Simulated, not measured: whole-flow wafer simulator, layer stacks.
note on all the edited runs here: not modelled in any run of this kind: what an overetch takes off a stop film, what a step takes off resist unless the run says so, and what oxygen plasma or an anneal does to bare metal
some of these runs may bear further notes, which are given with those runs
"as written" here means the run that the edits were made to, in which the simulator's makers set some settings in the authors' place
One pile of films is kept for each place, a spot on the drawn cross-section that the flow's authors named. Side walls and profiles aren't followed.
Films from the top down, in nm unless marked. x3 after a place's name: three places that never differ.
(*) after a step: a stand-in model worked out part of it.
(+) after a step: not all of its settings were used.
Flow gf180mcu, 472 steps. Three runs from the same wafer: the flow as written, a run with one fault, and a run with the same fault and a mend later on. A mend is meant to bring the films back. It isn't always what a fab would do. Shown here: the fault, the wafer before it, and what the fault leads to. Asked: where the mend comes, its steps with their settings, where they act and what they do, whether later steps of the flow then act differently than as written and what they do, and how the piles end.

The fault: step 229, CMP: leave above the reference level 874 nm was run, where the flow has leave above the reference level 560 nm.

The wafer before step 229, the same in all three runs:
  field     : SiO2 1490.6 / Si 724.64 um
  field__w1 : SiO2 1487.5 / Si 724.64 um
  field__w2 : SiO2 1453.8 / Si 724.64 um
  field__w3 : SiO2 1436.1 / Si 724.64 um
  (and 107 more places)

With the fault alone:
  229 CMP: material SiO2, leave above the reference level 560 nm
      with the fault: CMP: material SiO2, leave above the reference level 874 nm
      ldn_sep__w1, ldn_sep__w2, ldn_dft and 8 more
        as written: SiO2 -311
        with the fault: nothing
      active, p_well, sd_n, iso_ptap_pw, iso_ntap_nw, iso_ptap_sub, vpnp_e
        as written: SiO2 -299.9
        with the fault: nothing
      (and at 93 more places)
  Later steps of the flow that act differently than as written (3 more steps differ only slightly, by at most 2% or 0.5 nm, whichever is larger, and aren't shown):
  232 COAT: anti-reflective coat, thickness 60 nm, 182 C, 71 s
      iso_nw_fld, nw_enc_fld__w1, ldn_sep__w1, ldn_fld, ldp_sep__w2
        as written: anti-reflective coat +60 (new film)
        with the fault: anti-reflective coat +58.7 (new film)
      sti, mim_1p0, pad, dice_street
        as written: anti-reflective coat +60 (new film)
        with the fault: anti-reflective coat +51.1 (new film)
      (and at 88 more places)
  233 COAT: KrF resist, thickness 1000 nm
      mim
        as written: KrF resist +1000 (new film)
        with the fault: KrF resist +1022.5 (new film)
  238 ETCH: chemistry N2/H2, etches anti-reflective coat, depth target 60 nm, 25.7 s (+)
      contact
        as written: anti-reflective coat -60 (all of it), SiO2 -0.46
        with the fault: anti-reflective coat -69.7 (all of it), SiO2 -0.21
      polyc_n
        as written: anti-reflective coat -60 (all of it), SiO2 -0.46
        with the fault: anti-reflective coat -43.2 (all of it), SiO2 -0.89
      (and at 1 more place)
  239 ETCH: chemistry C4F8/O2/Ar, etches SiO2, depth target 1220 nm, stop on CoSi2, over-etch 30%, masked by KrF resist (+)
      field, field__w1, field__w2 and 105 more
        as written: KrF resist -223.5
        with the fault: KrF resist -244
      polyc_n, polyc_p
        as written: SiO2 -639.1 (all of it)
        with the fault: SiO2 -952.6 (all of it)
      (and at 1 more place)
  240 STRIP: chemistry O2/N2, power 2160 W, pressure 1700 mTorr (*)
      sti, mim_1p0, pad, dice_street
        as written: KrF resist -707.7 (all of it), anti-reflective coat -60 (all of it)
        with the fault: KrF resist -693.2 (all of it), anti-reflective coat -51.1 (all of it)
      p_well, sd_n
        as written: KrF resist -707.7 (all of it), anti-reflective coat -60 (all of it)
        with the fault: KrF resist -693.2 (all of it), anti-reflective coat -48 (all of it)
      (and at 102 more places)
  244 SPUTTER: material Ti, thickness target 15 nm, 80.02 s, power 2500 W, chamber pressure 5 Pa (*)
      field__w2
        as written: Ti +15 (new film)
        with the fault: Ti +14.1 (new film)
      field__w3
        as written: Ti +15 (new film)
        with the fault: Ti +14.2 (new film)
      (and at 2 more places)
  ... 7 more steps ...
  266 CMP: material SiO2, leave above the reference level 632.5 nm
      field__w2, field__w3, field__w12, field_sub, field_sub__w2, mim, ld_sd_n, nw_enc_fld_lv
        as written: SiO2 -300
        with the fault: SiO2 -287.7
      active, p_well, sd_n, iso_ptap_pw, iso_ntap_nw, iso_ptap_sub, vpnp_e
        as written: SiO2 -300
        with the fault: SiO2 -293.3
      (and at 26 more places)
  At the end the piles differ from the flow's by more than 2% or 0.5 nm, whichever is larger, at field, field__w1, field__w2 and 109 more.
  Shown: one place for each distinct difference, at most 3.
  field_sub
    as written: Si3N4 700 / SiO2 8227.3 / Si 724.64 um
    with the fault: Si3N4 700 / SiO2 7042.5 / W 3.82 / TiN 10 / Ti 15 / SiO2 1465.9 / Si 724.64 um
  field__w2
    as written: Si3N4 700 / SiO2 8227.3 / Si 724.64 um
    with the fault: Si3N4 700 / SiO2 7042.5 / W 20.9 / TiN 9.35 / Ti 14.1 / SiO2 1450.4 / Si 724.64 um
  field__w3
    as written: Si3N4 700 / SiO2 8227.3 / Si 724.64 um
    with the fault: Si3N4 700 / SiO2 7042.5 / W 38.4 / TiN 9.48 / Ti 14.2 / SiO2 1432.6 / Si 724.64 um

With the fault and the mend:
  The mend comes after step 229.
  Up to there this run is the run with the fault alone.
  229a CMP: material SiO2, leave above the reference level 560 nm (the flow's step 229 once more)
      field__w5, field__w9, n_well and 36 more
        SiO2 -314
      ldn_sep__w1, ldn_sep__w2, ldn_dft and 8 more
        SiO2 -311
      active, p_well, sd_n, iso_ptap_pw, iso_ntap_nw, iso_ptap_sub, vpnp_e
        SiO2 -299.9
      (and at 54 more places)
  No later step of the flow acts differently than as written at any place that is followed.
  At the end the piles are the same as the flow's at every place that both follow.
